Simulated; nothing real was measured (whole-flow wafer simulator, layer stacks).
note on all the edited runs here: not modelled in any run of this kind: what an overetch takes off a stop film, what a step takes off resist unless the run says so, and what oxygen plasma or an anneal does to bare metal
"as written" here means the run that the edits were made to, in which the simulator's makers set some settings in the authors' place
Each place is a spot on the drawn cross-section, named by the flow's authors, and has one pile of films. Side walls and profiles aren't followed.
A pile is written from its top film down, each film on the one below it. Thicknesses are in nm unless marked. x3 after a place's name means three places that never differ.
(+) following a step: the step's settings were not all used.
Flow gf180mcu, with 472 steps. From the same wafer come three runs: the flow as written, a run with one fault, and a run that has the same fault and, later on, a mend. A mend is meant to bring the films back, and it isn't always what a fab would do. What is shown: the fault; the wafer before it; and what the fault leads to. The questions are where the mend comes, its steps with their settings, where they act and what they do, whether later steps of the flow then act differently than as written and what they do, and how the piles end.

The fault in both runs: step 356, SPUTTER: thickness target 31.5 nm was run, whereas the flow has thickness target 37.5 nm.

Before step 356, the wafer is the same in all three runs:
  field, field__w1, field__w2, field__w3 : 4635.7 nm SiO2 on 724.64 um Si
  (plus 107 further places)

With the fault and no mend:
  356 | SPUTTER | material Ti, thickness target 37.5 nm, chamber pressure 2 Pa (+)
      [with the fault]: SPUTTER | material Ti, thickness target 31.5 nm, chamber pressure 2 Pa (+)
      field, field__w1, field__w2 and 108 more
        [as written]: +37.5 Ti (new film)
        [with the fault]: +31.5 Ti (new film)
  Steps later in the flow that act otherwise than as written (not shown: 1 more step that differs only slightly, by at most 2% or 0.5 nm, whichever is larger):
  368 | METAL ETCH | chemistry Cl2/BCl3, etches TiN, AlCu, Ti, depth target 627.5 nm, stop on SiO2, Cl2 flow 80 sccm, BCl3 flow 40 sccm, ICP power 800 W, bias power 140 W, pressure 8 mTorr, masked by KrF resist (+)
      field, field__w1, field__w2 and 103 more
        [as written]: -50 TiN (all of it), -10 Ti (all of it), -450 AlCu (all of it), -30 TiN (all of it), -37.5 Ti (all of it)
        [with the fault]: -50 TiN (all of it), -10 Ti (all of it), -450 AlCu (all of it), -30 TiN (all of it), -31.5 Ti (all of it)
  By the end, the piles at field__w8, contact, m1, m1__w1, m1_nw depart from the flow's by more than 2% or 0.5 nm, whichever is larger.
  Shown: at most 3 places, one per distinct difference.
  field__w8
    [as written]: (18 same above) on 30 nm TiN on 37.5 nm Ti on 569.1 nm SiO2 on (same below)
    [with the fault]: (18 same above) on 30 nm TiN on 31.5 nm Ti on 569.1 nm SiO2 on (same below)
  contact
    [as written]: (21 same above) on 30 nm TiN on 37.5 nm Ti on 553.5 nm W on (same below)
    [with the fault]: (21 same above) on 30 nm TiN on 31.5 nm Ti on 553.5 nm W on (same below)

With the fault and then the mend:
  The mend follows step 356.
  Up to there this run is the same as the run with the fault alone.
  356a | SPUTTER | material Ti, thickness target 6 nm, chamber pressure 2 Pa (+) (a further turn of the flow's step 356, with different settings)
      field, field__w1, field__w2 and 108 more
        +6 Ti
  Later steps of the flow that are run all act as written at every place that is followed.
  By the end, the piles equal the flow's at every place that both follow.
